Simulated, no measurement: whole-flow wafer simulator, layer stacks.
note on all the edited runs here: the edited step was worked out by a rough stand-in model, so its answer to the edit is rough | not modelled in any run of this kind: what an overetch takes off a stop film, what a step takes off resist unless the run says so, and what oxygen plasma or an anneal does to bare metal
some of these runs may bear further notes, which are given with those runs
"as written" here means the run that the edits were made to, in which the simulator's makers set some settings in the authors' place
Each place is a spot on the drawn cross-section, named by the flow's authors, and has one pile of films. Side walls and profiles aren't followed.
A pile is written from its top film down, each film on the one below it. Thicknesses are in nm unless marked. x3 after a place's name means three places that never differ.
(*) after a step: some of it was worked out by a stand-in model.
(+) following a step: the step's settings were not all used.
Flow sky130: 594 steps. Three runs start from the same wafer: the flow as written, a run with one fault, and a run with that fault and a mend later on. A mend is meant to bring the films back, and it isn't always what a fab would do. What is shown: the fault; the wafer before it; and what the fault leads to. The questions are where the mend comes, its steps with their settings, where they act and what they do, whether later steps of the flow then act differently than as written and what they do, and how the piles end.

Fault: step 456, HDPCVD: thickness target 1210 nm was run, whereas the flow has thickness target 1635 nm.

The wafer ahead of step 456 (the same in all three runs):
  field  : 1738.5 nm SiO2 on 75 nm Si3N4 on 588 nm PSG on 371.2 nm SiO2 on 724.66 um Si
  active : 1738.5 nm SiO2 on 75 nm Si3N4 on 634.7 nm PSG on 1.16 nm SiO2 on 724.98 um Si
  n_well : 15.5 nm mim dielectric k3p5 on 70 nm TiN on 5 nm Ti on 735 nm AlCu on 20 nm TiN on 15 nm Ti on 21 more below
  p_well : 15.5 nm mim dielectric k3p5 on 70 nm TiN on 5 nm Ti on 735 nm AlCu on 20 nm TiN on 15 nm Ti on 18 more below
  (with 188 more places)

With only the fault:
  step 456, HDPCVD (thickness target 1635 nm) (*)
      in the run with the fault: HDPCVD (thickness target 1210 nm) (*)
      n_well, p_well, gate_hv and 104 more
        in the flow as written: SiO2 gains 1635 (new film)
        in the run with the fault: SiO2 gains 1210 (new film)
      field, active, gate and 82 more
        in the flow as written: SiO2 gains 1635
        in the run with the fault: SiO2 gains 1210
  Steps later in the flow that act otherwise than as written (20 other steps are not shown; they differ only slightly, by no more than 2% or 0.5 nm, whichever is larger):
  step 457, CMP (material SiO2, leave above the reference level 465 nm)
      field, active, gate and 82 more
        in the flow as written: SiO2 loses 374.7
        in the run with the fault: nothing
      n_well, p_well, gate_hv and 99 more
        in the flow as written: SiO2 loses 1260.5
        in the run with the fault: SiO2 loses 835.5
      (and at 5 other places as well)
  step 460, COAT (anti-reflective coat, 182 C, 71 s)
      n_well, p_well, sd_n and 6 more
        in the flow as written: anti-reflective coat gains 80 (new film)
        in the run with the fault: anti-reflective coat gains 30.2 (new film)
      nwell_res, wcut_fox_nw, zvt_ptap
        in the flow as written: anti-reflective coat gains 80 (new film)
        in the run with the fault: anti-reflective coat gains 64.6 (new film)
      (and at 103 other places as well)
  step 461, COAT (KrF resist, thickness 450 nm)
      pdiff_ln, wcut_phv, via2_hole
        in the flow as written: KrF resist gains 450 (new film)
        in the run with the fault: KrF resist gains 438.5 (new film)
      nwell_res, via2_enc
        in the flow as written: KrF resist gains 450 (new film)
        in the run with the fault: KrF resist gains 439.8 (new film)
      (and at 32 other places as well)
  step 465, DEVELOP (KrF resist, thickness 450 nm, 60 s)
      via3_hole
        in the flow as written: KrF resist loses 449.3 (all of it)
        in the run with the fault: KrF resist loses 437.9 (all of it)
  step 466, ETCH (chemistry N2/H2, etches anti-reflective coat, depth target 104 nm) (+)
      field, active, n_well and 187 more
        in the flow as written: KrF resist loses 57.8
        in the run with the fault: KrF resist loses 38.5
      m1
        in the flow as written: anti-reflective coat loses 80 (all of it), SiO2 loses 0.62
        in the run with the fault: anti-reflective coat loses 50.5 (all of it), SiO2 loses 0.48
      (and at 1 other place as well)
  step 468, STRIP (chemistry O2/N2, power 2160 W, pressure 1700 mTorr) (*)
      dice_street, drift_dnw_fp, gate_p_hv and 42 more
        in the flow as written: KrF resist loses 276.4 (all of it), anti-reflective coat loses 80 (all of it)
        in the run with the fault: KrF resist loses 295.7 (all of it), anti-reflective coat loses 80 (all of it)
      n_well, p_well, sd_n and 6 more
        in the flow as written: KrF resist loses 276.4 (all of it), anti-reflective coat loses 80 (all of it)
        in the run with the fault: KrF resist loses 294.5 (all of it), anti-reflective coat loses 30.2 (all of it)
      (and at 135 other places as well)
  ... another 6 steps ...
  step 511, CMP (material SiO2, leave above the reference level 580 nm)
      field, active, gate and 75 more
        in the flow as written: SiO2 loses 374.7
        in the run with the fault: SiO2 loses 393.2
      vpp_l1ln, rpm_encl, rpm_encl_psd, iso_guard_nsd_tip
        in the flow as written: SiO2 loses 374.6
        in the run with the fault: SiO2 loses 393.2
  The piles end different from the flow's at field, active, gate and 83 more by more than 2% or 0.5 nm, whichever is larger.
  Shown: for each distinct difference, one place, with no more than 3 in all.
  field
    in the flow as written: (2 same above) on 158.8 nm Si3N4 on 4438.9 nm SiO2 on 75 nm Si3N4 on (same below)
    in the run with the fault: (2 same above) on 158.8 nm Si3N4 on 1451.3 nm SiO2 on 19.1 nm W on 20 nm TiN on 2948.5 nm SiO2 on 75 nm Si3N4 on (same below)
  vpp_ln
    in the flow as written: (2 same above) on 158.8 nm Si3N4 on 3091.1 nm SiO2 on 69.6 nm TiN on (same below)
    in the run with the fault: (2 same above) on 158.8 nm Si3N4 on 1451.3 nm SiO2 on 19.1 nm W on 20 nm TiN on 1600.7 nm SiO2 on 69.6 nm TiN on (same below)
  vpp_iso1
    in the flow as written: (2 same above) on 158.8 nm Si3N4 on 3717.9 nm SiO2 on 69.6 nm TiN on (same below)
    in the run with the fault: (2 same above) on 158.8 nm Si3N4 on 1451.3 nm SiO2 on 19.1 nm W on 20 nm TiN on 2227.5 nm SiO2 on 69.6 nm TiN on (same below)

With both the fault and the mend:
  After step 456 comes the mend.
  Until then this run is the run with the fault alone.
  step 456a, HDPCVD (thickness target 425 nm) (*) (the flow's step 456, run once more with other settings)
      field, active, n_well and 189 more
        SiO2 gains 425
  Later steps of the flow that are run all act as written at every place that is followed.
  At every place that both follow, the piles at the end match the flow's.
